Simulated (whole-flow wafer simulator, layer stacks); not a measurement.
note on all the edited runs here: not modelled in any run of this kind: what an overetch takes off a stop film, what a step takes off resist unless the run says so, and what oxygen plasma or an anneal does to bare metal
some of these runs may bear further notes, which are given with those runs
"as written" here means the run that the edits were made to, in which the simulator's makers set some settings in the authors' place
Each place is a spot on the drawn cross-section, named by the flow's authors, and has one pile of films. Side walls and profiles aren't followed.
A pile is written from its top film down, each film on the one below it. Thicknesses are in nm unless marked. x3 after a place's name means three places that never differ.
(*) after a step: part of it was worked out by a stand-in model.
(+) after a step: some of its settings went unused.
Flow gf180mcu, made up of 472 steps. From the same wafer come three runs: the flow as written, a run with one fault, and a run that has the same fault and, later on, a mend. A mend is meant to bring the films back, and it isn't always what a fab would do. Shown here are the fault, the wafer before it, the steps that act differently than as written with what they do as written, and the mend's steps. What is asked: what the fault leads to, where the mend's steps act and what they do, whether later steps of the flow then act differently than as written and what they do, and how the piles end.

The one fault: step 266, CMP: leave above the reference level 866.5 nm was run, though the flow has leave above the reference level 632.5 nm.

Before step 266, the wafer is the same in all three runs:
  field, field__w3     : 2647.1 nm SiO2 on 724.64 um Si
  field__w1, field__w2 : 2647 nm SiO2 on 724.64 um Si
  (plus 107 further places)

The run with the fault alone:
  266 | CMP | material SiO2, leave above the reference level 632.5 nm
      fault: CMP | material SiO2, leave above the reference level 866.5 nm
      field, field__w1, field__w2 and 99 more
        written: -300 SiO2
        fault: -66 SiO2
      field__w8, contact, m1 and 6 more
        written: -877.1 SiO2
        fault: -643.1 SiO2
  Steps later in the flow that act otherwise than as written:
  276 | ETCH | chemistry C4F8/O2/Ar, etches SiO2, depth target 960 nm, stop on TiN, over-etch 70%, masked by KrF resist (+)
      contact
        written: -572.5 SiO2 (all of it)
        fault: -806.5 SiO2 (all of it)
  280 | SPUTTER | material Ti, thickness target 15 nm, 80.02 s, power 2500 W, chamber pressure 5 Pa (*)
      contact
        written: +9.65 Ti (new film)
        fault: +8.43 Ti (new film)
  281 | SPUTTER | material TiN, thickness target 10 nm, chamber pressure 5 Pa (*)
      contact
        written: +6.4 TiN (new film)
        fault: +5.59 TiN (new film)
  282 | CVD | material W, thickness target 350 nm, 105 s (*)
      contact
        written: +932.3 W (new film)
        fault: +1168.3 W (new film)
  At field, field__w1, field__w2 and 109 more, the piles at the end differ from the flow's by more than 2% or 0.5 nm, whichever is larger.
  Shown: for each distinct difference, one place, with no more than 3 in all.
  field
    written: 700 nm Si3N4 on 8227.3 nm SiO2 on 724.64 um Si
    fault: 700 nm Si3N4 on 8461.3 nm SiO2 on 724.64 um Si
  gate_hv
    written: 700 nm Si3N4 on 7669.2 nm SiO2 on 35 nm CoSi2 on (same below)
    fault: 700 nm Si3N4 on 7903.2 nm SiO2 on 35 nm CoSi2 on (same below)
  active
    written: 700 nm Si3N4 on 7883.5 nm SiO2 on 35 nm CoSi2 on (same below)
    fault: 700 nm Si3N4 on 8117.5 nm SiO2 on 35 nm CoSi2 on (same below)

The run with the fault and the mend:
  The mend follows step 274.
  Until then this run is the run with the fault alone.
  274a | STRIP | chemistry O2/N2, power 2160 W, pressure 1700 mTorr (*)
      field, field__w1, field__w2 and 107 more
        -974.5 KrF resist (all of it), -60 anti-reflective coat (all of it)
      contact
        -60 anti-reflective coat (all of it)
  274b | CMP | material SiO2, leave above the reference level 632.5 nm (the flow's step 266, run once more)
      field, field__w1, field__w2 and 108 more
        -234 SiO2
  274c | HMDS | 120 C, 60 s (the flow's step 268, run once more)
      alters no film at any place that is followed
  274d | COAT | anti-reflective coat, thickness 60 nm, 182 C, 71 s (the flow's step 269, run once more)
      field, field__w1, field__w2 and 108 more
        +60 anti-reflective coat (new film)
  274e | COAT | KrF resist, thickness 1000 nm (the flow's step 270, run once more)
      field, field__w1, field__w2 and 108 more
        +1000 KrF resist (new film)
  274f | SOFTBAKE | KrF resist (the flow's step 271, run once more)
      alters no film at any place that is followed
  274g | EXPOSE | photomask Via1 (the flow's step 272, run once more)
      alters no film at any place that is followed
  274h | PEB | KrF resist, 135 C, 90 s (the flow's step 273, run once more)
      field, field__w1, field__w2 and 108 more
        -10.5 KrF resist
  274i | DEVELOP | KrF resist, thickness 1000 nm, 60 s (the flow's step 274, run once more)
      field, field__w1, field__w2 and 107 more
        -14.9 KrF resist
      contact
        -989.5 KrF resist (all of it)
  Every later step of the flow that is run acts as written at every place that is followed.
  By the end, the piles equal the flow's at every place that both follow.
